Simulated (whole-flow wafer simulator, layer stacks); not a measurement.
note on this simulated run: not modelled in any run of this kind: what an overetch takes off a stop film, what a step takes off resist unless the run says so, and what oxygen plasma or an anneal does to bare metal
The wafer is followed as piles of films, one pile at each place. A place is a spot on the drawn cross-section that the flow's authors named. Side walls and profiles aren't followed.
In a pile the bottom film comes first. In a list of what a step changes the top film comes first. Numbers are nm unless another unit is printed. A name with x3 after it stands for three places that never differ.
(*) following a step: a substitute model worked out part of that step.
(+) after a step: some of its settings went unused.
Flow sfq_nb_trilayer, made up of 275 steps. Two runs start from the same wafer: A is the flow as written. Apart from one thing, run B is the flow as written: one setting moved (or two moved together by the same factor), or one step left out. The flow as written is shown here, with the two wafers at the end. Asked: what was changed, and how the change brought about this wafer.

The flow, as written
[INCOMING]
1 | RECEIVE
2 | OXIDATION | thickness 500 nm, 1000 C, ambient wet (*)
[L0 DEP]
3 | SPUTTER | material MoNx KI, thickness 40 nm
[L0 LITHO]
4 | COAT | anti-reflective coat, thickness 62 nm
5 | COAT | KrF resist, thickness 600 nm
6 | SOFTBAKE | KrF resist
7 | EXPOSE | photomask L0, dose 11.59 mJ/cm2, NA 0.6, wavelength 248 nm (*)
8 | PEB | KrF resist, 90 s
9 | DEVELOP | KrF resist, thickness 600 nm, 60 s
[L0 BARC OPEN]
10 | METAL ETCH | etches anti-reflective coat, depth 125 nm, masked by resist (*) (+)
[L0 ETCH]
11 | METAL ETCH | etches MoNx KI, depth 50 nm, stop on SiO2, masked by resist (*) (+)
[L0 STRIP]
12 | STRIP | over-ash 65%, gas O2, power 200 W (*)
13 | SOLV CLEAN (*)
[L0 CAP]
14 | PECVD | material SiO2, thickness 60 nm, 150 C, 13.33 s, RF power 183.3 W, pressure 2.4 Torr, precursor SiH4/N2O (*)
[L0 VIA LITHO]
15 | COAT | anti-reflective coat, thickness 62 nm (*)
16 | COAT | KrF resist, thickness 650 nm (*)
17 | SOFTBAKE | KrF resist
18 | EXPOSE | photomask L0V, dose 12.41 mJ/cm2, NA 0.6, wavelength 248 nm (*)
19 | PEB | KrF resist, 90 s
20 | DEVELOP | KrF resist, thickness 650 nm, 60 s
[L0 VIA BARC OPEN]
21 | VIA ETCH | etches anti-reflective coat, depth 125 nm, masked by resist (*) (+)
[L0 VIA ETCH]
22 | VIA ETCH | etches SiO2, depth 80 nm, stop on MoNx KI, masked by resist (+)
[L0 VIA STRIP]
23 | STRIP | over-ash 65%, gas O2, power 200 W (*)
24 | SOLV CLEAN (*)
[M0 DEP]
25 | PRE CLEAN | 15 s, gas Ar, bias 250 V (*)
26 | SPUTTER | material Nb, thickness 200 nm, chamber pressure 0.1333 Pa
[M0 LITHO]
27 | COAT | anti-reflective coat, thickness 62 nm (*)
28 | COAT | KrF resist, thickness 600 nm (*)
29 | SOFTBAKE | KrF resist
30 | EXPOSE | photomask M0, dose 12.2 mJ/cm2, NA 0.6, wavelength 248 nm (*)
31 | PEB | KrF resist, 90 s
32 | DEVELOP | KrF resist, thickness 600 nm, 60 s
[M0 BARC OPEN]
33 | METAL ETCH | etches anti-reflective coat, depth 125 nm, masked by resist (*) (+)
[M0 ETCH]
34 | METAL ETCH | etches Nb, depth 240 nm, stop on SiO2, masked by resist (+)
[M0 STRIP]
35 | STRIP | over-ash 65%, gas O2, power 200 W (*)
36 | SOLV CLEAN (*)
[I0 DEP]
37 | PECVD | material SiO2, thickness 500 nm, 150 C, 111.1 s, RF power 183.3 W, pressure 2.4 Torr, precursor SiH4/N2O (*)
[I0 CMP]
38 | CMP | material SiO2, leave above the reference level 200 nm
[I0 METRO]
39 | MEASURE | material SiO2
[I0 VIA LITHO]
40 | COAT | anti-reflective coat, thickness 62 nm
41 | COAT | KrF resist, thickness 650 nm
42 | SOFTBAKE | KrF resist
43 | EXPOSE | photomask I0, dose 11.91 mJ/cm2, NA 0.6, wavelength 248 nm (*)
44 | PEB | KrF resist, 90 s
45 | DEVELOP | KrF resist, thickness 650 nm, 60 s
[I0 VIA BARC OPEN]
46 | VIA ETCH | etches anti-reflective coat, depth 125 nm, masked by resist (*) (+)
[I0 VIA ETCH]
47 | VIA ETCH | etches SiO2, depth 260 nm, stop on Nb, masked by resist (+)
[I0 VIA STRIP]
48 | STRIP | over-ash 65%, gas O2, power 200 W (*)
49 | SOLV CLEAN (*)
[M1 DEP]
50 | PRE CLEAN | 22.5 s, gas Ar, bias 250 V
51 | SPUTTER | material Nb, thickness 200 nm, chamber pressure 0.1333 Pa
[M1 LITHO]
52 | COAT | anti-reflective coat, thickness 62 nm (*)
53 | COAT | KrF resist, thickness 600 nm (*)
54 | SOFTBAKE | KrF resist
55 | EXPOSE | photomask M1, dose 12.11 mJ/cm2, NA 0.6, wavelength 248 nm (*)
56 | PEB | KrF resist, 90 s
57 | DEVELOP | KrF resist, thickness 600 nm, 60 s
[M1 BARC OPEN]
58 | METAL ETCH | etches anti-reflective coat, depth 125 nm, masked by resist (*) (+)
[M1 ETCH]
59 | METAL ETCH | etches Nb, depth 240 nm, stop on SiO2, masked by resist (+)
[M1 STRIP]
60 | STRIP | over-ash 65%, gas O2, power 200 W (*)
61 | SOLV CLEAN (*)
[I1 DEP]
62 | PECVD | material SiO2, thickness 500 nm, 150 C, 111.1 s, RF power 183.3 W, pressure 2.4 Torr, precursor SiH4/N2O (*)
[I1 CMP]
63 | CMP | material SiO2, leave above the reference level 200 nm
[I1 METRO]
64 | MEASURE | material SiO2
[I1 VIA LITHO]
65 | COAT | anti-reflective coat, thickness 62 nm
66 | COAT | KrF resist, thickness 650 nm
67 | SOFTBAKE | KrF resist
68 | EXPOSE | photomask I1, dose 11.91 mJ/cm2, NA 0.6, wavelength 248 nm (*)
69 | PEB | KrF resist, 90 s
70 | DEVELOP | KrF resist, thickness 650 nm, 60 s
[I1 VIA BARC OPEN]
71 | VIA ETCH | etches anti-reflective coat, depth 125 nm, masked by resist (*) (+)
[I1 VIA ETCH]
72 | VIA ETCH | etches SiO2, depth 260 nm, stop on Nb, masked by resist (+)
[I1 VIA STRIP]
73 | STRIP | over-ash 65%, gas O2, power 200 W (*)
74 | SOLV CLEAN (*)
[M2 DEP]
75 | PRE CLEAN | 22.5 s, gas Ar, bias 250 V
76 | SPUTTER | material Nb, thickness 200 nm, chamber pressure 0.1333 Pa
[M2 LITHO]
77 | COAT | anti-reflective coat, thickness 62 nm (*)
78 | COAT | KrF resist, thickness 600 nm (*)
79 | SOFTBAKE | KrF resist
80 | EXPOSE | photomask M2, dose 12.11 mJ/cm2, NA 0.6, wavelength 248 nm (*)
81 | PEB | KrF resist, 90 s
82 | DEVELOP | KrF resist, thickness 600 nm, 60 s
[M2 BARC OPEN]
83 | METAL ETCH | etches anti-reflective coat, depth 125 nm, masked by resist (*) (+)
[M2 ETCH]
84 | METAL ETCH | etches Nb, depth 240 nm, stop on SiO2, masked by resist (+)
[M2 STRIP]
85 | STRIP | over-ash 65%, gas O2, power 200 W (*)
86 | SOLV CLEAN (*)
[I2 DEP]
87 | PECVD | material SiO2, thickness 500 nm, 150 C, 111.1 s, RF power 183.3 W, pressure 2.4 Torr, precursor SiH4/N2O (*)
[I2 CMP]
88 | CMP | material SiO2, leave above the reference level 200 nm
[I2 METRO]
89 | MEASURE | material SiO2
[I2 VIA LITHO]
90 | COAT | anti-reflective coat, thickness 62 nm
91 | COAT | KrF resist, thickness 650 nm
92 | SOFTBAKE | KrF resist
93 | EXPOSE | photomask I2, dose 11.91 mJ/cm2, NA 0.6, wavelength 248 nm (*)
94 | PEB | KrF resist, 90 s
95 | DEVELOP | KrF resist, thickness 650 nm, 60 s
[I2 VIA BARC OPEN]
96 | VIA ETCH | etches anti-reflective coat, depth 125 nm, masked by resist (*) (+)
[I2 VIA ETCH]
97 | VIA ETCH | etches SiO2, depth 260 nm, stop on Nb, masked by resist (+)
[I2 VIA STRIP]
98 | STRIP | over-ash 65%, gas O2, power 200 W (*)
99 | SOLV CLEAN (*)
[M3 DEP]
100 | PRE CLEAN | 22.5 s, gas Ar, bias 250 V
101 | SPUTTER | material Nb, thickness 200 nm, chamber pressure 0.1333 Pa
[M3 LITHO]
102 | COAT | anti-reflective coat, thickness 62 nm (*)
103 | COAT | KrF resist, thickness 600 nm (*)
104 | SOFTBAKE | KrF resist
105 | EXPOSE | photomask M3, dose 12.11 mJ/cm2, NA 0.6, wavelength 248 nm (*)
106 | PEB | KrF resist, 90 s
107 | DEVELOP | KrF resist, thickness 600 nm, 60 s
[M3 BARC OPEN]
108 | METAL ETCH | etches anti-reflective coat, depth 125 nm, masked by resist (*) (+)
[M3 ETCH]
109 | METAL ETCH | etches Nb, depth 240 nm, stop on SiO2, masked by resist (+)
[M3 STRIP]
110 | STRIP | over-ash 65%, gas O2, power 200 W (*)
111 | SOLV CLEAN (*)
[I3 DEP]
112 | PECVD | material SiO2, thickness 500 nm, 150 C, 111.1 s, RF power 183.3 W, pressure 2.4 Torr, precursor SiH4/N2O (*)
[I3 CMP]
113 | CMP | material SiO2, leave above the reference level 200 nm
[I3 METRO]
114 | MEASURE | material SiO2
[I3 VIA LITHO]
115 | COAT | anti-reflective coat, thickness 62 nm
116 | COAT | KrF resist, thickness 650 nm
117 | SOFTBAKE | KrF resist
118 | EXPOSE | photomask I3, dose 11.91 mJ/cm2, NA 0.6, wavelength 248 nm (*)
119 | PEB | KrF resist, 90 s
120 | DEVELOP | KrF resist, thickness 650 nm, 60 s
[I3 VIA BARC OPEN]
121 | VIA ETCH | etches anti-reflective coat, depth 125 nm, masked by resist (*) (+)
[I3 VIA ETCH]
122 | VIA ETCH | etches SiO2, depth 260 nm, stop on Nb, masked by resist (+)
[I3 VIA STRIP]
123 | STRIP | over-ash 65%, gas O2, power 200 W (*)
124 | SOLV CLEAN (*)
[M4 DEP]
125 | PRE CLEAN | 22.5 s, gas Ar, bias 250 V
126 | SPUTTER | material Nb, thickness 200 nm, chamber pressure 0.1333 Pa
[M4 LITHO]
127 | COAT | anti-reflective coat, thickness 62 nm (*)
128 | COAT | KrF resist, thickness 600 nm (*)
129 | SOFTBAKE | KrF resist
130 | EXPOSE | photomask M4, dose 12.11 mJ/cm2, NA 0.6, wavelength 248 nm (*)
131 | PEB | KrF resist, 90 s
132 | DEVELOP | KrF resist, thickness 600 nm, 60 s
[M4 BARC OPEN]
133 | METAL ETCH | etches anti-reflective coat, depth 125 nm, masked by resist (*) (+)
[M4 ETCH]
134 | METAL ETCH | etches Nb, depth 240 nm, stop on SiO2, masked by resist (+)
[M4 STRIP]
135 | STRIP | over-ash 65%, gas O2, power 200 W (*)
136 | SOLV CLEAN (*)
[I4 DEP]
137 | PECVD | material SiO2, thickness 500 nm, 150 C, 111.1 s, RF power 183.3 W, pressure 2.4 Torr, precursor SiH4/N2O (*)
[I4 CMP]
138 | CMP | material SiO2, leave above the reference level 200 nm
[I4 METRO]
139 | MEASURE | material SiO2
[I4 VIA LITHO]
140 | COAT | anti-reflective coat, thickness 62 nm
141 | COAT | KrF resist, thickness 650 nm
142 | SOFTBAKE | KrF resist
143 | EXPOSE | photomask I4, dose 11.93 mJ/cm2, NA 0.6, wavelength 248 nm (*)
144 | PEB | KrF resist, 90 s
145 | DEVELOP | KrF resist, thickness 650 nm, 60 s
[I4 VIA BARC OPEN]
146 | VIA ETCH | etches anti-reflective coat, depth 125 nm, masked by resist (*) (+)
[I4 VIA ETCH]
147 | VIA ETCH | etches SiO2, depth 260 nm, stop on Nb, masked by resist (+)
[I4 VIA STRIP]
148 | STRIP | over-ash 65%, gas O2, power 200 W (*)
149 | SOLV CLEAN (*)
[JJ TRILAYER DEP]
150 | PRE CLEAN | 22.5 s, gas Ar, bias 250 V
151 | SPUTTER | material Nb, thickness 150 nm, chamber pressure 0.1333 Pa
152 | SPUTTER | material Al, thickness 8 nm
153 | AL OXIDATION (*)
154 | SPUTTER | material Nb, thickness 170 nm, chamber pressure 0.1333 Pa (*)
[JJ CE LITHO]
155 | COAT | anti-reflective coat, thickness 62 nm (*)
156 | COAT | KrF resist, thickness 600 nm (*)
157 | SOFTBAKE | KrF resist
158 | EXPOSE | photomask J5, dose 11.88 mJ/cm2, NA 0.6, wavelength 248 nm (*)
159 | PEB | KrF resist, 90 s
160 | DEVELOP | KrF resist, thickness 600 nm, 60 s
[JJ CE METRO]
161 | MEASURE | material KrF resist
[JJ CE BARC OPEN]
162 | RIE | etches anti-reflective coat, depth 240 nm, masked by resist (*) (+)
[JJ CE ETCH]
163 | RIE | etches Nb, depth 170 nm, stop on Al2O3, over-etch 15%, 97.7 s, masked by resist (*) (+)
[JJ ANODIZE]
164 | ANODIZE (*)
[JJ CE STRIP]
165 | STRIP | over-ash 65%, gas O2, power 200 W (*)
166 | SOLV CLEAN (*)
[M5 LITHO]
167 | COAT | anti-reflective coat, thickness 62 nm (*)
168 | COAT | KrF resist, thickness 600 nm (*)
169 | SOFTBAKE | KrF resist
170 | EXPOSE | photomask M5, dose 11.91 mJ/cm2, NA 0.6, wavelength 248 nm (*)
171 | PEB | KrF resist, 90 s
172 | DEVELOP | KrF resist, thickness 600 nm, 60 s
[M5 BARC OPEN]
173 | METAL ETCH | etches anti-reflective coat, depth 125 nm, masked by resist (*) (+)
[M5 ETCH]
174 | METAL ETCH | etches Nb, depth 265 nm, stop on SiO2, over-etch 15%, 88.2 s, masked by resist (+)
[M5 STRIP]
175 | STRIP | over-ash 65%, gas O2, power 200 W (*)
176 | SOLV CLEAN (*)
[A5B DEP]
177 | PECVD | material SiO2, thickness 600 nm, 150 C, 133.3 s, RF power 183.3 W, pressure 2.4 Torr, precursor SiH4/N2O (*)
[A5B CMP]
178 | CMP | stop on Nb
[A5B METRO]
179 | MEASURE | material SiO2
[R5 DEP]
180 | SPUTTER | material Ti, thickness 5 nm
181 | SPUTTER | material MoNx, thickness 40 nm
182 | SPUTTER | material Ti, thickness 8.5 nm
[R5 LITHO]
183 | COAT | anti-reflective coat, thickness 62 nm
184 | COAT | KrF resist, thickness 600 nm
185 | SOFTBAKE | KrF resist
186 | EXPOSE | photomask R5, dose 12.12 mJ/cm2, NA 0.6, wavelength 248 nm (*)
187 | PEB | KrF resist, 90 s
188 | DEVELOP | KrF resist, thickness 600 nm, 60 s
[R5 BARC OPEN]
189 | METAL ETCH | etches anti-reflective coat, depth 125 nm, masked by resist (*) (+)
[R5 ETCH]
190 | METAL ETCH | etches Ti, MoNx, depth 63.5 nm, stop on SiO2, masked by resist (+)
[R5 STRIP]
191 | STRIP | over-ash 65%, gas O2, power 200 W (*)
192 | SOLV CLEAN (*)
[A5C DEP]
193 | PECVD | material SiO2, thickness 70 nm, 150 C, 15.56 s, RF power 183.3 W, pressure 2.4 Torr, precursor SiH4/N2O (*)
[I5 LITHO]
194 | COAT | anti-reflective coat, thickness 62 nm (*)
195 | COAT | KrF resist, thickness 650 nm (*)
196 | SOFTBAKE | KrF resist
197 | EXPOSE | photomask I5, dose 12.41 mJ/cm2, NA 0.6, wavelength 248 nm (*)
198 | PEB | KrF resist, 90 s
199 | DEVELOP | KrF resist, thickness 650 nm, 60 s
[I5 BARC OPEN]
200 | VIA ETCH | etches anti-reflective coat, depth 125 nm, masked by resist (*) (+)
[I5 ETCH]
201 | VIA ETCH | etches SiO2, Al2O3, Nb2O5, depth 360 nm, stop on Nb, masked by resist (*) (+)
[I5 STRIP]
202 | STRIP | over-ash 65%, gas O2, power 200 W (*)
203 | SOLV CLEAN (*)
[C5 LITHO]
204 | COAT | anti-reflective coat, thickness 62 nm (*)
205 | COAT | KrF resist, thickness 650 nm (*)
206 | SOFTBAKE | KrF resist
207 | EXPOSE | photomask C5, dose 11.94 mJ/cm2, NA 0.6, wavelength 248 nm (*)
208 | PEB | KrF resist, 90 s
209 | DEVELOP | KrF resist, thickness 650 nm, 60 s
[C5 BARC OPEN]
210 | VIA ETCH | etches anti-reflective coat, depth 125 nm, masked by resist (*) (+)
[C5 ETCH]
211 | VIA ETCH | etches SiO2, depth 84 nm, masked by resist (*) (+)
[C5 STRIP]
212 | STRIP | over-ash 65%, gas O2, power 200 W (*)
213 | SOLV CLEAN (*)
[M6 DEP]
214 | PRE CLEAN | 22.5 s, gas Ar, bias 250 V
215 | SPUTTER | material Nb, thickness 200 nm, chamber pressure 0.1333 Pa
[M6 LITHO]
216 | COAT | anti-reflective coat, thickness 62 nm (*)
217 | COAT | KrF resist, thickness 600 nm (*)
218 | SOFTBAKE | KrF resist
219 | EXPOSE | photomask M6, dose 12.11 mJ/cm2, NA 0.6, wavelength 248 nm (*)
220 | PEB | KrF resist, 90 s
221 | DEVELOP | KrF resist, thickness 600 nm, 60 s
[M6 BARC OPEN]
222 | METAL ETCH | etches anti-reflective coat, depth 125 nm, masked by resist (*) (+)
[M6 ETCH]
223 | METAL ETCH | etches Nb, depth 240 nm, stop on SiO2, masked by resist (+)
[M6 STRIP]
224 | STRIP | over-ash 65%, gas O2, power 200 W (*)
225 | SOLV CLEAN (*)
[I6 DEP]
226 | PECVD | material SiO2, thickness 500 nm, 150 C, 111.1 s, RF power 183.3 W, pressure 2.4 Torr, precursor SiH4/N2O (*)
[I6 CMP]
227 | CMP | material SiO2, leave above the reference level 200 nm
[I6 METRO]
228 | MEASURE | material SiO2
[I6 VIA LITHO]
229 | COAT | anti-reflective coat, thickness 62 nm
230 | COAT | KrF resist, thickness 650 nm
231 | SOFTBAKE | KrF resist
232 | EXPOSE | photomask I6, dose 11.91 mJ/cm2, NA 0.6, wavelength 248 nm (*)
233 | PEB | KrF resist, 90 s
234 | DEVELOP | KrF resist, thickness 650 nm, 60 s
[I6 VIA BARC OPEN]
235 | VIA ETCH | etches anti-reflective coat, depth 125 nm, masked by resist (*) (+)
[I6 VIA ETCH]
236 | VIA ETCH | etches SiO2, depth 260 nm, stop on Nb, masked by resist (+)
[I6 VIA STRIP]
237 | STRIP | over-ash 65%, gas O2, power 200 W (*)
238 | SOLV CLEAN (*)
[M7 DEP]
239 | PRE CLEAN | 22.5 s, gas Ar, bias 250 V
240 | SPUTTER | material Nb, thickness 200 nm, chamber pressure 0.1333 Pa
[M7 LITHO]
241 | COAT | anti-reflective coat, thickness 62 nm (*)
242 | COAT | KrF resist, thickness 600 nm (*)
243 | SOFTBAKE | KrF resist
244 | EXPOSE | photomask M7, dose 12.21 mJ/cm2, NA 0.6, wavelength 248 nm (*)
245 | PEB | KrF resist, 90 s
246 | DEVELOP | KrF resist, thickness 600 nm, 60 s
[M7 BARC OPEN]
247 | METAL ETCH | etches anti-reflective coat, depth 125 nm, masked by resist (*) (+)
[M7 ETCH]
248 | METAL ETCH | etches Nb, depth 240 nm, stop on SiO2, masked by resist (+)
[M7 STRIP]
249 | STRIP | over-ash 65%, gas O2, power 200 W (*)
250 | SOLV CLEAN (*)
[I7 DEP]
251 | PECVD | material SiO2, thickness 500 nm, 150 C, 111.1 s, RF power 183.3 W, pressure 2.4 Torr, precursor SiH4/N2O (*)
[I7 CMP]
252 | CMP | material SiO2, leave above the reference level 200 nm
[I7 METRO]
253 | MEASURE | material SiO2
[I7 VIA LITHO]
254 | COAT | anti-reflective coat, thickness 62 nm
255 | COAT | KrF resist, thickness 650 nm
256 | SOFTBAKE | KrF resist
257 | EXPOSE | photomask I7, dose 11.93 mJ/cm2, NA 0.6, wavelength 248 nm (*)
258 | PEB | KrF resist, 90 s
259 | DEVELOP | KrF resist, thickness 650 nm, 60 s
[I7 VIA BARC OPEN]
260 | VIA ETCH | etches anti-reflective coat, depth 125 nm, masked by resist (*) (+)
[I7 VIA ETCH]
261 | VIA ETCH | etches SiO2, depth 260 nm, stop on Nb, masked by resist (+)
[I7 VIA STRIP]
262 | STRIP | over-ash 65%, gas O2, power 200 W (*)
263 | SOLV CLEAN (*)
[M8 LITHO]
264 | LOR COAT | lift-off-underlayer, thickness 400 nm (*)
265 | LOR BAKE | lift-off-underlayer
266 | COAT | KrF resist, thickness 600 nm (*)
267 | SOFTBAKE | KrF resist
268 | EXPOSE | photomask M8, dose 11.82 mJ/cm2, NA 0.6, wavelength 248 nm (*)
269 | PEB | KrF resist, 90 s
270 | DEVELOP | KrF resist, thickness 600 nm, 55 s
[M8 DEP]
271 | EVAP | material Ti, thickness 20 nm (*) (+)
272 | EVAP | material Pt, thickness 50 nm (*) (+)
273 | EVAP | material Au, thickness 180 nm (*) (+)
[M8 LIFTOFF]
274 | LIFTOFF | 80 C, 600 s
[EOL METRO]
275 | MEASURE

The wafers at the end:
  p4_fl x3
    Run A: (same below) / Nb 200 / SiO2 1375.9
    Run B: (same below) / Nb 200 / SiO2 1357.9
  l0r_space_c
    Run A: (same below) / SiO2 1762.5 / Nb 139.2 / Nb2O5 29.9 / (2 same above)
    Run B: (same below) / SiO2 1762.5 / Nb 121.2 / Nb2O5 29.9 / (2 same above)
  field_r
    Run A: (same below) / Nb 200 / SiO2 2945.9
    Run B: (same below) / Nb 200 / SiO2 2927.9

Cause: step 151, SPUTTER: thickness 132 nm was run, though the flow has thickness 150 nm.

How this came from the change, step by step:
  151 | SPUTTER | material Nb, thickness 150 nm, chamber pressure 0.1333 Pa
      field_l, v_sur, via_sp and 100 more: A +150 Nb (new film) | B +132 Nb (new film)
      via_wl, via_w, via_wr: A +130.4 Nb | B +114.6 Nb
  155 | COAT | anti-reflective coat, thickness 62 nm (*)
      via_wl, via_wr: A +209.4 anti-reflective coat (new film) | B +204.7 anti-reflective coat (new film)
  162 | RIE | etches anti-reflective coat, depth 240 nm, masked by resist (*) (+)
      ce_l, c5j, ce_r, wl_jj: A -209.4 KrF resist | B -204.7 KrF resist
      via_wl, via_wr: A -209.4 anti-reflective coat (all of it) | B -204.7 anti-reflective coat (all of it)
  167 | COAT | anti-reflective coat, thickness 62 nm (*)
      ce_l: A +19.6 anti-reflective coat (new film) | B +18.6 anti-reflective coat (new film)
      ce_r: A +19.7 anti-reflective coat (new film) | B +18.6 anti-reflective coat (new film)
  174 | METAL ETCH | etches Nb, depth 265 nm, stop on SiO2, over-etch 15%, 88.2 s, masked by resist (+)
      field_l, r_sur, res and 50 more: A -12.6 Al2O3 (all of it), -29.9 Nb2O5 (all of it), -139.2 Nb (all of it), -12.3 SiO2 | B -12.6 Al2O3 (all of it), -29.9 Nb2O5 (all of it), -121.2 Nb (all of it), -14.1 SiO2
  175 | STRIP | over-ash 65%, gas O2, power 200 W (*)
      ce_l: A -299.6 KrF resist (all of it), -19.6 anti-reflective coat (all of it) | B -300.5 KrF resist (all of it), -18.6 anti-reflective coat (all of it)
      ce_r: A -299.9 KrF resist (all of it), -19.7 anti-reflective coat (all of it) | B -300.7 KrF resist (all of it), -18.6 anti-reflective coat (all of it)
  178 | CMP | stop on Nb
      field_l, p4_fl x3, p4_w1 x9 and 29 more: A -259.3 SiO2 | B -275.5 SiO2
      r_sur, res, r_end, moat, field_r, lsp_l: A -252.3 SiO2 | B -269.1 SiO2
      (and at 5 other places as well)
